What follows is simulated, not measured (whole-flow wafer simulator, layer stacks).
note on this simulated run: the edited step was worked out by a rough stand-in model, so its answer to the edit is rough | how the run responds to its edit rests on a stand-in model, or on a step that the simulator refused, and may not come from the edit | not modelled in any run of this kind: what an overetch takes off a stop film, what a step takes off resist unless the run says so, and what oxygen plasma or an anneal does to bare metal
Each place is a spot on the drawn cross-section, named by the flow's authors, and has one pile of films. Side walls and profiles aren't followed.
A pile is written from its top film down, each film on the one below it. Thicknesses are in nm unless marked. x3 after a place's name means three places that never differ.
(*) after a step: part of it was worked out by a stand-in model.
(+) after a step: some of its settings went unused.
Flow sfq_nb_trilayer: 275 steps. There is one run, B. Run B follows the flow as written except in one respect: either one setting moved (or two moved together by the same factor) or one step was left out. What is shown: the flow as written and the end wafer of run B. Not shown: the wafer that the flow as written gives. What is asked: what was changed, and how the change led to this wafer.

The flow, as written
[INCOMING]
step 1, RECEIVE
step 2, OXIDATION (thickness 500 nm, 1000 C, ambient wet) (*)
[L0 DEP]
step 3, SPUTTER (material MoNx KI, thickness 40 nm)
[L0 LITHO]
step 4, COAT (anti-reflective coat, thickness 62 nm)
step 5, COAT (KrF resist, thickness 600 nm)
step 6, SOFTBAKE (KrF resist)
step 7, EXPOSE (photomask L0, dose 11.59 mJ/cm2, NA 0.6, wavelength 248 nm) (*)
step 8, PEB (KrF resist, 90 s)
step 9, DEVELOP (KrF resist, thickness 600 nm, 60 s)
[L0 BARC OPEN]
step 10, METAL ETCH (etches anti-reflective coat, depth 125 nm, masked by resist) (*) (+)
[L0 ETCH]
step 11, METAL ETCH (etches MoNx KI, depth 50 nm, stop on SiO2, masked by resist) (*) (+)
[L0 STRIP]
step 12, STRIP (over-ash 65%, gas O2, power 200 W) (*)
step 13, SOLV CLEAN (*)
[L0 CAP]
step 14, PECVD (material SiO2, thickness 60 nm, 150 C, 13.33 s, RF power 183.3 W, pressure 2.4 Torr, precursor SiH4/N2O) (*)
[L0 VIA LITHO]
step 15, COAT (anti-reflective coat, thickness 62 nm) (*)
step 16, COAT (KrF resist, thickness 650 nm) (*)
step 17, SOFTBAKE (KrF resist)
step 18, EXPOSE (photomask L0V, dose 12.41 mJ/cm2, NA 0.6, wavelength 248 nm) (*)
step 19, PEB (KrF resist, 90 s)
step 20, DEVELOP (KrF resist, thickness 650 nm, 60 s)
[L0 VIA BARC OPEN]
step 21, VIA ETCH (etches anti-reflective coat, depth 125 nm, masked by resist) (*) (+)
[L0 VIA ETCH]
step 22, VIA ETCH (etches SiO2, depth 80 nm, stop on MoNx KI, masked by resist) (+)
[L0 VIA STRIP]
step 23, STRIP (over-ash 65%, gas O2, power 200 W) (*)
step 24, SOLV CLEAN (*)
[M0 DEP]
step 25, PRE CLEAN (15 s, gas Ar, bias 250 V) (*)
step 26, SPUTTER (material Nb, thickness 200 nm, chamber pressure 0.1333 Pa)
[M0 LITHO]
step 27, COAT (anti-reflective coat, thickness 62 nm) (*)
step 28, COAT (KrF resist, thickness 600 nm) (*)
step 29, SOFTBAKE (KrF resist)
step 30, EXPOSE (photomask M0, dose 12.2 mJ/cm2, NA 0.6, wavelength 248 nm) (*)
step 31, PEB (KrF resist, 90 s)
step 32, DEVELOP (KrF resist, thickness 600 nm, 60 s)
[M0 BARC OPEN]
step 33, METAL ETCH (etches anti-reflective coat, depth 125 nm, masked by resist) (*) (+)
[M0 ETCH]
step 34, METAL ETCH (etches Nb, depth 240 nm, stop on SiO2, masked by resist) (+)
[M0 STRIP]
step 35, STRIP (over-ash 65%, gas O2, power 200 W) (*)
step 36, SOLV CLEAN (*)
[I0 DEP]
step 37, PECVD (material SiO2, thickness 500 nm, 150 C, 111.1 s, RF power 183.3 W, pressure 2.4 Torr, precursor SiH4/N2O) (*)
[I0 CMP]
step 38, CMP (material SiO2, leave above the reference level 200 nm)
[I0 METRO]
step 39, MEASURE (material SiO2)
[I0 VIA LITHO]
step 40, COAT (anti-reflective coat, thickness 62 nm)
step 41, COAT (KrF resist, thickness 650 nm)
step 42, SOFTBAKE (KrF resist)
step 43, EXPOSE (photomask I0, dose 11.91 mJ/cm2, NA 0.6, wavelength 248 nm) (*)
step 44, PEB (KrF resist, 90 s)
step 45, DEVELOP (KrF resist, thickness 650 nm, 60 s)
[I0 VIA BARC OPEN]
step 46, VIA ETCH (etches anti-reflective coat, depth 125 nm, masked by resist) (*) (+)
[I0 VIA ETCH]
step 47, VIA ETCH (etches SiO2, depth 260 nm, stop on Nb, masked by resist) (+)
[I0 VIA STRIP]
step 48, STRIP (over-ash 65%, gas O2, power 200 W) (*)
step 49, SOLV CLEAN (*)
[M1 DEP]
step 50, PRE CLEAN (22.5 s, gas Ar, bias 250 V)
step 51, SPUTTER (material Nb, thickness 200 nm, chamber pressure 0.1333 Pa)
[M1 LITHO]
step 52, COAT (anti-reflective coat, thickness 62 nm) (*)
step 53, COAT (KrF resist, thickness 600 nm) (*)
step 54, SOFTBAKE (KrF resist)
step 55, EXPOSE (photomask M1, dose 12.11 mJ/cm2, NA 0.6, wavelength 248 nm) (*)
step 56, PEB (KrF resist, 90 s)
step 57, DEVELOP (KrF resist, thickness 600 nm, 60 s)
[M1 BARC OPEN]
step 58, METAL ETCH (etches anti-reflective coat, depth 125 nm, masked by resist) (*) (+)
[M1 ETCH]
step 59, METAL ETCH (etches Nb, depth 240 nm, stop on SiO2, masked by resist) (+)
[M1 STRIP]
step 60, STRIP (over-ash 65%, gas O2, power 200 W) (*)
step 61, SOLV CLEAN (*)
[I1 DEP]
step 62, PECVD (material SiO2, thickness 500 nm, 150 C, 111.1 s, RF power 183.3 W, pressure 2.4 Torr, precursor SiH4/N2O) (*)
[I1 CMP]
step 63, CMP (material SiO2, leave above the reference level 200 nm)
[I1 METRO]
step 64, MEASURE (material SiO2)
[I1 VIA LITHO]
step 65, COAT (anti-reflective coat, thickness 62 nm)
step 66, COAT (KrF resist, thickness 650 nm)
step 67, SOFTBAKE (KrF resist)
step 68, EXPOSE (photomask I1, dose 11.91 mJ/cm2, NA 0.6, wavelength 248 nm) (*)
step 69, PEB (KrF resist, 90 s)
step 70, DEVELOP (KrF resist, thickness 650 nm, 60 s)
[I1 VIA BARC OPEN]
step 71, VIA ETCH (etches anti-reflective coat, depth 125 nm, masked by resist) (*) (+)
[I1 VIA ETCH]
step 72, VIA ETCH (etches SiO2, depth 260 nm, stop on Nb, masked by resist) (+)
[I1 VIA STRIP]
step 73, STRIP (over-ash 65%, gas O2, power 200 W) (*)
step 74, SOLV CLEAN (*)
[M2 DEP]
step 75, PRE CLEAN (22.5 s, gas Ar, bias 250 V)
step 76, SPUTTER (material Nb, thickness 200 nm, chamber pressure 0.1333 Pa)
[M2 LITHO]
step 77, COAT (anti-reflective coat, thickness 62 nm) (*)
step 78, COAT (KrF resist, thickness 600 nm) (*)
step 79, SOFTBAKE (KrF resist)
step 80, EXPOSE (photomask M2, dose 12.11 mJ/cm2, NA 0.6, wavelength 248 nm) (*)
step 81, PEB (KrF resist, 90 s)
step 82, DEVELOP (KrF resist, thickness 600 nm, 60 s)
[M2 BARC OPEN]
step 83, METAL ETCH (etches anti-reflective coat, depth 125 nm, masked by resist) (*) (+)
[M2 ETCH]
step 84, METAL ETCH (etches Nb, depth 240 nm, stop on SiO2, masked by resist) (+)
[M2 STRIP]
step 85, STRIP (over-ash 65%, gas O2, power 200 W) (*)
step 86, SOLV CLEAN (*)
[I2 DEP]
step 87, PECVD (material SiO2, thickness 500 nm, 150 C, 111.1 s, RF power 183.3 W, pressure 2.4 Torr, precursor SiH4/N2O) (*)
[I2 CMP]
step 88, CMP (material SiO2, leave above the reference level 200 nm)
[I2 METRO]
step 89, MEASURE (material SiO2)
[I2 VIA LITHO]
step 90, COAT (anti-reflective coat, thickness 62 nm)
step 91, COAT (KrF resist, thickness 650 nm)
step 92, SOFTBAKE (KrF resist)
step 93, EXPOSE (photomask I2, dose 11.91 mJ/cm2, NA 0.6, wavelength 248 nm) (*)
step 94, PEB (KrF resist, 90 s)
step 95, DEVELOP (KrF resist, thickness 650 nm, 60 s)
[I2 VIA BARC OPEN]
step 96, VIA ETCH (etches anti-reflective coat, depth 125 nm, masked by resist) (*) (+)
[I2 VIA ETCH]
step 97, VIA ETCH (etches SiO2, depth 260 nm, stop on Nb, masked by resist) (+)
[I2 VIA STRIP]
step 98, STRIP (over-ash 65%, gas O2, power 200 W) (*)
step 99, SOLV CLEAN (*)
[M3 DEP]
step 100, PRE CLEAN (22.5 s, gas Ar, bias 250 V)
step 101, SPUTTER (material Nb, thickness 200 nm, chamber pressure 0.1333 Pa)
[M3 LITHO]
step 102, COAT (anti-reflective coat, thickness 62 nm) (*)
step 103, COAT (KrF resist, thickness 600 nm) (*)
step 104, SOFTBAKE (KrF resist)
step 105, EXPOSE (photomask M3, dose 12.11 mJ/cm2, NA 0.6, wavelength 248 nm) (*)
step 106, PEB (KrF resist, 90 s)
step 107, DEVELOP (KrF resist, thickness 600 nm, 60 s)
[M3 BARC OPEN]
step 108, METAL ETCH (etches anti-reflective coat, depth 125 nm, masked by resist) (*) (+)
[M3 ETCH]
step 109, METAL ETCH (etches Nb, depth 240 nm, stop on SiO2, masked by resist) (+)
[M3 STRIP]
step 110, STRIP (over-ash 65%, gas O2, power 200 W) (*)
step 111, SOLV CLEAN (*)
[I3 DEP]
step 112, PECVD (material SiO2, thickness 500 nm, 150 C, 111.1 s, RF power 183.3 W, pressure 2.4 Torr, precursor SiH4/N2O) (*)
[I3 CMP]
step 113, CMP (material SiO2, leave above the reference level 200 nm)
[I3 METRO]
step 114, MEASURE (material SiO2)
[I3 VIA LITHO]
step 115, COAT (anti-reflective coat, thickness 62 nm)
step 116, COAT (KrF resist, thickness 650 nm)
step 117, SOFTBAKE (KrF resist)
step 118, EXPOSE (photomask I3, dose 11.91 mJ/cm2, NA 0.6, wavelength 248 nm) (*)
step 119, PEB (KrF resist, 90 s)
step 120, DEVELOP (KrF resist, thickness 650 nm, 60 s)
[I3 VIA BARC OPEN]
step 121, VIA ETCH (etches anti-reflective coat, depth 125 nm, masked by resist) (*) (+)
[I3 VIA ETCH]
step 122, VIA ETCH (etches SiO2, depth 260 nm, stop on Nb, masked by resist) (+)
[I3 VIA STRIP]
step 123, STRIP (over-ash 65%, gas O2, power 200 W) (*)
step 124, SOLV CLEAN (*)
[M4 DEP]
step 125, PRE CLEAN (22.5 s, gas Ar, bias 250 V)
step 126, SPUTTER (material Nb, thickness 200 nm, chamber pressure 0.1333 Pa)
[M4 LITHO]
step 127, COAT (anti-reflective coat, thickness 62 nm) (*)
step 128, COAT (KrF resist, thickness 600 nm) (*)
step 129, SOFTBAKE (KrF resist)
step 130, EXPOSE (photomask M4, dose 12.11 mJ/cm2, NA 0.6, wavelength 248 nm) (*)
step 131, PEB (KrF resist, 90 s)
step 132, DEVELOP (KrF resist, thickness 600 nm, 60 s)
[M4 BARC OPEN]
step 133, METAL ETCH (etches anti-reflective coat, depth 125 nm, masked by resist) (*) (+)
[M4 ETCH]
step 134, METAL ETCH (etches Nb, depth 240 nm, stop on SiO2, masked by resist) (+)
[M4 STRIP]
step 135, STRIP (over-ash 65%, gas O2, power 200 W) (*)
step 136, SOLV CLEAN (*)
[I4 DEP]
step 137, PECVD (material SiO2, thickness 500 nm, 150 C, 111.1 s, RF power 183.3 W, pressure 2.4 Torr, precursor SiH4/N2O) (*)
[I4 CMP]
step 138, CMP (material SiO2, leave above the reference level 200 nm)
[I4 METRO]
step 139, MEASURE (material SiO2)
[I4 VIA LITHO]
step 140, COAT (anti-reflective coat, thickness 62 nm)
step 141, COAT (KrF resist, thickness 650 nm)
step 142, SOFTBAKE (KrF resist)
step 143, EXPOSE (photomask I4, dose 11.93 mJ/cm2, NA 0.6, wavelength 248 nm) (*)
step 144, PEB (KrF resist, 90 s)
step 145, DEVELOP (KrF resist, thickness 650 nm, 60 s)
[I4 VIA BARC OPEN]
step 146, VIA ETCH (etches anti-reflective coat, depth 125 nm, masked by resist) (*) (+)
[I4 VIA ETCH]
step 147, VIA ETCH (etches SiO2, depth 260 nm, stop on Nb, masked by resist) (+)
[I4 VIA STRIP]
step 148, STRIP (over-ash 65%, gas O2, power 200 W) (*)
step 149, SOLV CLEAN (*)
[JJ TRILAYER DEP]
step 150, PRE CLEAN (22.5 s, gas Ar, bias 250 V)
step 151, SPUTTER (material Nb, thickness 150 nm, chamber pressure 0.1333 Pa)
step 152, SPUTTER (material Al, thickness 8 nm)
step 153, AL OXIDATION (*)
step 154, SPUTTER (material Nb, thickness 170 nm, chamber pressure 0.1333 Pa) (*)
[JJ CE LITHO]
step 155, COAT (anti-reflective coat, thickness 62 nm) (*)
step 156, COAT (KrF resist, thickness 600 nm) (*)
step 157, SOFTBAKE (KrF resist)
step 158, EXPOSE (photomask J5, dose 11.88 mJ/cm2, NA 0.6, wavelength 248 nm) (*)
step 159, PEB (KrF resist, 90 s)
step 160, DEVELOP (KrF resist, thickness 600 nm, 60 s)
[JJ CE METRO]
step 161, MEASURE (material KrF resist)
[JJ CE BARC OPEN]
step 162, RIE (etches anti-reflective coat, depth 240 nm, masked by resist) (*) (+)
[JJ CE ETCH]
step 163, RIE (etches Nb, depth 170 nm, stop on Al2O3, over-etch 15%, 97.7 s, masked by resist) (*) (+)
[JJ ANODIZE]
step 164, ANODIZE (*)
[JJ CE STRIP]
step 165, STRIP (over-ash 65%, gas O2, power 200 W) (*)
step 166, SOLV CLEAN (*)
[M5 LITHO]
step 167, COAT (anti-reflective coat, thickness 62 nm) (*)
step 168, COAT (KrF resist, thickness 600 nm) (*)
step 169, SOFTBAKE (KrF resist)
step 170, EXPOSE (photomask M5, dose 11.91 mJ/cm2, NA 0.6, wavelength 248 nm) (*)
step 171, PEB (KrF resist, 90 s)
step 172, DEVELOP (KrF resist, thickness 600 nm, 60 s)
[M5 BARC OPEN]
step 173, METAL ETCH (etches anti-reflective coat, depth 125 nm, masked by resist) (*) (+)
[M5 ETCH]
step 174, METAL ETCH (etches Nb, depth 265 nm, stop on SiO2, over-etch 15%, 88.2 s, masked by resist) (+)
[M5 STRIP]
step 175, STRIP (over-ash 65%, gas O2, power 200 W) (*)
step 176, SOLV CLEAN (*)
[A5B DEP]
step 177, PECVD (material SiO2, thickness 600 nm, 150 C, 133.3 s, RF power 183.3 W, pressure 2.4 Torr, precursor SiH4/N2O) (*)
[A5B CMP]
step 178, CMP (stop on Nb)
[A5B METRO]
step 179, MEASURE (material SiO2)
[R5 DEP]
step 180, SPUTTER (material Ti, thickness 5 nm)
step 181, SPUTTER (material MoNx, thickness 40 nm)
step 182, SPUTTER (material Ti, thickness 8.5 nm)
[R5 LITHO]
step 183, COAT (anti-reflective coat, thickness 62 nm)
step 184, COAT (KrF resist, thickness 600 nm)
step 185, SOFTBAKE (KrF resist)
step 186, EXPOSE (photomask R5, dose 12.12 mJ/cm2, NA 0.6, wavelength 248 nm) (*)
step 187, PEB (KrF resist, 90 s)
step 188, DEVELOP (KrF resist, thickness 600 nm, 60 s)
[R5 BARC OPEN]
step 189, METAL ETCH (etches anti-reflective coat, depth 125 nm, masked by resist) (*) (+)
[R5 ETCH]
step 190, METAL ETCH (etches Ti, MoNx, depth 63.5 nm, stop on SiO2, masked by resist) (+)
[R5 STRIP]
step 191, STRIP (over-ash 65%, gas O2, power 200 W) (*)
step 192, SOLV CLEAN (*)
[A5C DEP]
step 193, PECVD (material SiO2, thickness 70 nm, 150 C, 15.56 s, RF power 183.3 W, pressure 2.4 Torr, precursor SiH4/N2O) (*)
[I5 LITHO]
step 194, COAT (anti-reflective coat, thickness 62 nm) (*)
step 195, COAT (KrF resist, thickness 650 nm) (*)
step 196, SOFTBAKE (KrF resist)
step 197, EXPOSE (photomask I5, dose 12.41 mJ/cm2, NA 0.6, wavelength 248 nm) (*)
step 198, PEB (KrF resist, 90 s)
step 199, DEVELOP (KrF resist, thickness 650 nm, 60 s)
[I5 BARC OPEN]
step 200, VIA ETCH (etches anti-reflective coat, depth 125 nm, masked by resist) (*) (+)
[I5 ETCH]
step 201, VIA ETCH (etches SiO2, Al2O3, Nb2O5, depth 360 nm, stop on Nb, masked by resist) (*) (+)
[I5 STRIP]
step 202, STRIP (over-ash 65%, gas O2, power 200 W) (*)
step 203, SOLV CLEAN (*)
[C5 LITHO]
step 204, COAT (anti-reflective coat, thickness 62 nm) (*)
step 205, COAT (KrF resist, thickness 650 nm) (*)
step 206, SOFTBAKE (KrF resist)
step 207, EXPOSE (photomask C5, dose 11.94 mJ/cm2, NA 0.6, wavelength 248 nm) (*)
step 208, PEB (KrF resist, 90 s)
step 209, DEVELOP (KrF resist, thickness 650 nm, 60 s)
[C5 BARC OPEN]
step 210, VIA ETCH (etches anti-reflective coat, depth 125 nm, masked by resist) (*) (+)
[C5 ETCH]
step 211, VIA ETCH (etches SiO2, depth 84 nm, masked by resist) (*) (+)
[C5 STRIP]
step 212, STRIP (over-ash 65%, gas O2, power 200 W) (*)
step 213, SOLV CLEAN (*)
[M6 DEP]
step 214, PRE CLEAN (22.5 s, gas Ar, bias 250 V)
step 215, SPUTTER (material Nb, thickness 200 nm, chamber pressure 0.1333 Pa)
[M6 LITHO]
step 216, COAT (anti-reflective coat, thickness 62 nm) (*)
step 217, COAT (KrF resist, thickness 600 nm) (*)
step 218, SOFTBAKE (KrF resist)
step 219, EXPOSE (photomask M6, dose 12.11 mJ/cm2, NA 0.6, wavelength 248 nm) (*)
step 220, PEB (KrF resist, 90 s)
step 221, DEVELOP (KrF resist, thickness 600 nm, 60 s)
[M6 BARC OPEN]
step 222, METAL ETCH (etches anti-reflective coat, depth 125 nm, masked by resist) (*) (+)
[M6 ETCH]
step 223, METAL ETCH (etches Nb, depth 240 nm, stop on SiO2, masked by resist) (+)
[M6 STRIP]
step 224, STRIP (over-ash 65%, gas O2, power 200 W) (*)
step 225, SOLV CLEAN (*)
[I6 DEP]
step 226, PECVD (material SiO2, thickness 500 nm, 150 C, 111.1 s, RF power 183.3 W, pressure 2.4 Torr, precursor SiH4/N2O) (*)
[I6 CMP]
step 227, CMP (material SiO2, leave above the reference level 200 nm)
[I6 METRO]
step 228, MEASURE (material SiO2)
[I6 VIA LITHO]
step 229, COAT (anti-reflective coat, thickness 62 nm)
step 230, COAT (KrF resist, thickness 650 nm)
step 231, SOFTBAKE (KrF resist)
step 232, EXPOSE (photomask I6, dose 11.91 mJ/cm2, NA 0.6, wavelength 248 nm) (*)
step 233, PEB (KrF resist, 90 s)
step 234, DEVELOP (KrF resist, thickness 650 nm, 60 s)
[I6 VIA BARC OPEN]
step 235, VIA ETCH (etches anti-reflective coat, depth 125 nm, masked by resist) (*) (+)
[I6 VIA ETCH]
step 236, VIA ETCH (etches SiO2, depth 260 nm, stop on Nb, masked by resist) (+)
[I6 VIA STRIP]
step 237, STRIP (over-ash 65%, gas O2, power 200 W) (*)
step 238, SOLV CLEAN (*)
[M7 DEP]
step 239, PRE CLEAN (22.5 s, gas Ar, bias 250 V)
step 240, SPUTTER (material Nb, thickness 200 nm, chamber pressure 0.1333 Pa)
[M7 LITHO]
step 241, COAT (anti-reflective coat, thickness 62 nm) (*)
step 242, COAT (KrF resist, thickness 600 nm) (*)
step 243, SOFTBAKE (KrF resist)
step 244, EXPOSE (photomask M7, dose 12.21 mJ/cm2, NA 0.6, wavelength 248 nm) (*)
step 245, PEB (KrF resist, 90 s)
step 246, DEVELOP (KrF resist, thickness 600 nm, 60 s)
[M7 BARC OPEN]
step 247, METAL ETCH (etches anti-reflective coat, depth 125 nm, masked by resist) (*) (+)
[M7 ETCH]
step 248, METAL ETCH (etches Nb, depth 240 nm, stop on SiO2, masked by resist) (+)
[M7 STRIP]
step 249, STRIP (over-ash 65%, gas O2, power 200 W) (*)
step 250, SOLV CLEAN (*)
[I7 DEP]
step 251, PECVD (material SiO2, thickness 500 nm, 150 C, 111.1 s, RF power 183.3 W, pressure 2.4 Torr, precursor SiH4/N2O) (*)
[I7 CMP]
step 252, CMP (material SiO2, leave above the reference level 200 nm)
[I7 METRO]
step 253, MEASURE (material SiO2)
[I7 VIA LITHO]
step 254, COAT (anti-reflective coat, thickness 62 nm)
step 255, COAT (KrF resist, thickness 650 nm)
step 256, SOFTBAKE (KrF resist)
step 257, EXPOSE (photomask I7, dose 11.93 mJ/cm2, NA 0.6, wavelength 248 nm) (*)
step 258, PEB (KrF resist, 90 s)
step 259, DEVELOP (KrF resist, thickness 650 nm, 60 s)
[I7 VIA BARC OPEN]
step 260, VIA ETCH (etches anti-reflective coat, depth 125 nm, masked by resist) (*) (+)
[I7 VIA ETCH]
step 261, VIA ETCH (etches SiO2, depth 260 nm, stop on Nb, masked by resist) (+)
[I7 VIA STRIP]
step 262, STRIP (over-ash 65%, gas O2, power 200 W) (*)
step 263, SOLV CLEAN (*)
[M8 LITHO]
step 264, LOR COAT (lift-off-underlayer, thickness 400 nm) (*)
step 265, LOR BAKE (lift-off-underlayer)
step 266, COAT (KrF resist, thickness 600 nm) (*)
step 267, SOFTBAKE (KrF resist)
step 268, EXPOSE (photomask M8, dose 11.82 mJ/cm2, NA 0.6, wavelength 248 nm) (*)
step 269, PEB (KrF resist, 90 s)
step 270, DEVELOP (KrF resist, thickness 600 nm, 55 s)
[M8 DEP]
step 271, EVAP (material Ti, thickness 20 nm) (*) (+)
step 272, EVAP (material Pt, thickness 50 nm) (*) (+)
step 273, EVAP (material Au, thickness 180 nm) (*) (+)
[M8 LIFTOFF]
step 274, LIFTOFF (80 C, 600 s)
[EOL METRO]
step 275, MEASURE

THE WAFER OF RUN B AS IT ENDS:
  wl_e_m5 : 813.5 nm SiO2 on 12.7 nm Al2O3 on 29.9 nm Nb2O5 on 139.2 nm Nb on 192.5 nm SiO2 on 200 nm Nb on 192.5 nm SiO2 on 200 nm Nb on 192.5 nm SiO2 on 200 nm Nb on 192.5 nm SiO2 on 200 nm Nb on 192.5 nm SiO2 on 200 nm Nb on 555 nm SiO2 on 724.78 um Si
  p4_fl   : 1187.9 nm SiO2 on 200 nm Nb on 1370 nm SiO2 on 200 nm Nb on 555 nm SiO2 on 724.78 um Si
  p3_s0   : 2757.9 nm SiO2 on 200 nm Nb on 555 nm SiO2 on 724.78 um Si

What caused this: step 251, PECVD: thickness 212 nm was run, whereas the flow has thickness 500 nm; step 251, PECVD: 47.22 s was run, where the flow has 111.1 s.

The path from the change to this, step by step:
  step 251, PECVD (material SiO2, thickness 500 nm, 150 C, 111.1 s, RF power 183.3 W, pressure 2.4 Torr, precursor SiH4/N2O) (*)
      field_l, p4_fl, p4_fm and 56 more: +212 SiO2 (in the flow as written it would be: +500 SiO2)
      v_sur, via_wl, via_w and 37 more: +212 SiO2 (new film) (in the flow as written it would be: +500 SiO2 (new film))
      (and at 7 other places as well)
  step 252, CMP (material SiO2, leave above the reference level 200 nm)
      field_l, p4_fl, p4_fm and 56 more: nothing (in the flow as written it would be: -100 SiO2)
      field_r, lsp_l: nothing (in the flow as written it would be: -77.7 SiO2)
      (and at 45 other places as well)
  step 254, COAT (anti-reflective coat, thickness 62 nm)
      jj_sur, ce_l, c5j, ce_r, sp_r, be_r: +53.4 anti-reflective coat (new film) (in the flow as written it would be: +62 anti-reflective coat (new film))
      wl_d_sl, wl_d_m1, wl_d_sr, wl_e_sl: +71.7 anti-reflective coat (new film) (in the flow as written it would be: +62 anti-reflective coat (new film))
      (and at 85 other places as well)
  step 255, COAT (KrF resist, thickness 650 nm)
      wl_d_m1, wl_d_sr, m0r_line_r, m6r_line_r: +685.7 KrF resist (new film) (in the flow as written it would be: +650 KrF resist (new film))
      ce_l, sp_r: +614.9 KrF resist (new film) (in the flow as written it would be: +650 KrF resist (new film))
      (and at 81 other places as well)
  step 259, DEVELOP (KrF resist, thickness 650 nm, 60 s)
      via_wl: -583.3 KrF resist (all of it) (in the flow as written it would be: -648.6 KrF resist (all of it))
      via_w: -593.7 KrF resist (all of it) (in the flow as written it would be: -648.6 KrF resist (all of it))
      (and at 1 other place as well)
  step 260, VIA ETCH (etches anti-reflective coat, depth 125 nm, masked by resist) (*) (+)
      field_l, v_sur, via_sp and 100 more: -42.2 KrF resist (in the flow as written it would be: -51.7 KrF resist)
      via_wl: -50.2 anti-reflective coat (all of it), -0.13 SiO2 (in the flow as written it would be: -62 anti-reflective coat (all of it), -0.16 SiO2)
      (and at 2 other places as well)
  step 262, STRIP (over-ash 65%, gas O2, power 200 W) (*)
      ce_l, sp_r: -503 KrF resist (all of it), -53.4 anti-reflective coat (all of it) (in the flow as written it would be: -528.6 KrF resist (all of it), -62 anti-reflective coat (all of it))
      c5j, ce_r: -503.1 KrF resist (all of it), -53.4 anti-reflective coat (all of it) (in the flow as written it would be: -528.6 KrF resist (all of it), -62 anti-reflective coat (all of it))
      (and at 98 other places as well)
  step 264, LOR COAT (lift-off-underlayer, thickness 400 nm) (*)
      wl_j_sl, wl_jj: +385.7 lift-off-underlayer (new film) (in the flow as written it would be: +400 lift-off-underlayer (new film))
      wl_a_sl, wl_g_sr: +385.3 lift-off-underlayer (new film) (in the flow as written it would be: +400 lift-off-underlayer (new film))
      (and at 87 other places as well)
  step 266, COAT (KrF resist, thickness 600 nm) (*)
      c5j, ce_r: +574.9 KrF resist (new film) (in the flow as written it would be: +597.1 KrF resist (new film))
      wl_j_sl, wl_jj: +585 KrF resist (new film) (in the flow as written it would be: +600 KrF resist (new film))
      (and at 60 other places as well)
  step 270, DEVELOP (KrF resist, thickness 600 nm, 55 s)
      field_l: -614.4 KrF resist (all of it), -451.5 lift-off-underlayer (all of it) (in the flow as written it would be: -593.7 KrF resist (all of it), -388.2 lift-off-underlayer (all of it))
      v_sur: -586.7 KrF resist (all of it), -298.8 lift-off-underlayer (all of it) (in the flow as written it would be: -607.3 KrF resist (all of it), -369.4 lift-off-underlayer (all of it))
      (and at 9 other places as well)
  step 274, LIFTOFF (80 C, 600 s)
      wl_j_sl, wl_jj: -180 Au (all of it), -50 Pt (all of it), -20 Ti (all of it), -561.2 KrF resist (all of it), -385.7 lift-off-underlayer (all of it) (in the flow as written it would be: -180 Au (all of it), -50 Pt (all of it), -20 Ti (all of it), -576.2 KrF resist (all of it), -400 lift-off-underlayer (all of it))
      wl_d_m1, wl_d_sr: -180 Au (all of it), -50 Pt (all of it), -20 Ti (all of it), -607.3 KrF resist (all of it), -429.4 lift-off-underlayer (all of it) (in the flow as written it would be: -180 Au (all of it), -50 Pt (all of it), -20 Ti (all of it), -576.2 KrF resist (all of it), -400 lift-off-underlayer (all of it))
      (and at 76 other places as well)
